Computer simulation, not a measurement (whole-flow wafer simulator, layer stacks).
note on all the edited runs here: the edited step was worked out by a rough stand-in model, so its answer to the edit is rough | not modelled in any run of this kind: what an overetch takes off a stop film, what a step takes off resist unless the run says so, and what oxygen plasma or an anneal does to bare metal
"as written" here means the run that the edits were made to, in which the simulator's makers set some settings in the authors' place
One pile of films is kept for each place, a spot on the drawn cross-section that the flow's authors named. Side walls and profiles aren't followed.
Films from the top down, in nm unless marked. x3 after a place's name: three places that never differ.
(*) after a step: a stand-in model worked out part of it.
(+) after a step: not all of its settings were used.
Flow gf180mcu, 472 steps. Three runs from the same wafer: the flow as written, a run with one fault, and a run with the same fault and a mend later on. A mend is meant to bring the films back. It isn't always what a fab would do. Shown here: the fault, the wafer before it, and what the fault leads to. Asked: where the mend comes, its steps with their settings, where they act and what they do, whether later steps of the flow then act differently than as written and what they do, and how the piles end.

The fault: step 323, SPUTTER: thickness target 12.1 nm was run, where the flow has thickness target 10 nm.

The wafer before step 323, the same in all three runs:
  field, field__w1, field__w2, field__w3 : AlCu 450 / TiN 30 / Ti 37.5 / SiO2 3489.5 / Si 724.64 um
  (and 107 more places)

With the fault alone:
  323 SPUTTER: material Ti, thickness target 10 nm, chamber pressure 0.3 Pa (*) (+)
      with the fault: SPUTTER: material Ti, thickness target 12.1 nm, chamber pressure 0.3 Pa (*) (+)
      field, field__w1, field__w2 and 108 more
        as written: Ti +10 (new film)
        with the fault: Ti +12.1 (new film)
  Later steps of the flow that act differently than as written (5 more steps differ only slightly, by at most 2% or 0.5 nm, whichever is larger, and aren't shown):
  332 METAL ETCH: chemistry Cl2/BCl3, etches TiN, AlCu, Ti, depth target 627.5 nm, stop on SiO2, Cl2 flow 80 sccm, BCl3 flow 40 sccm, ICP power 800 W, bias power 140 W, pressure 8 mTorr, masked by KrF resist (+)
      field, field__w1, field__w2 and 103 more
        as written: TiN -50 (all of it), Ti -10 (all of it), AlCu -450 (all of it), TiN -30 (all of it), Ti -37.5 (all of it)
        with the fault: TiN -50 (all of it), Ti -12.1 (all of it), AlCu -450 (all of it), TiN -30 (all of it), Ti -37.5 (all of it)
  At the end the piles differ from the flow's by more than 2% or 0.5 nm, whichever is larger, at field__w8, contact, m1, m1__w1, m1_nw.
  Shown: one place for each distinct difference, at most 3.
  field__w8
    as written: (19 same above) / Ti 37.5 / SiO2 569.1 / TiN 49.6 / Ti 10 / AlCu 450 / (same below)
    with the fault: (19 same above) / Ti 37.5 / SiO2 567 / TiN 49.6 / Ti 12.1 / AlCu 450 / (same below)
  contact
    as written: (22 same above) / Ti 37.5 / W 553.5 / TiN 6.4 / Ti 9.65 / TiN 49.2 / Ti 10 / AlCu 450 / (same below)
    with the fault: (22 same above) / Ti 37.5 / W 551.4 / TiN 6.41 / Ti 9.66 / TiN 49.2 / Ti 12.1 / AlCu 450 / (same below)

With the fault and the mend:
  The mend comes after step 323.
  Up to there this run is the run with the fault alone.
  323a METAL ETCH: chemistry Cl2/BCl3, etches TiN, AlCu, Ti, depth target 2.1 nm, Cl2 flow 80 sccm, BCl3 flow 40 sccm, ICP power 800 W, bias power 140 W, pressure 8 mTorr (the flow's step 260 once more, with other settings)
      field, field__w1, field__w2 and 108 more
        Ti -2.1
  No later step of the flow acts differently than as written at any place that is followed.
  At the end the piles are the same as the flow's at every place that both follow.
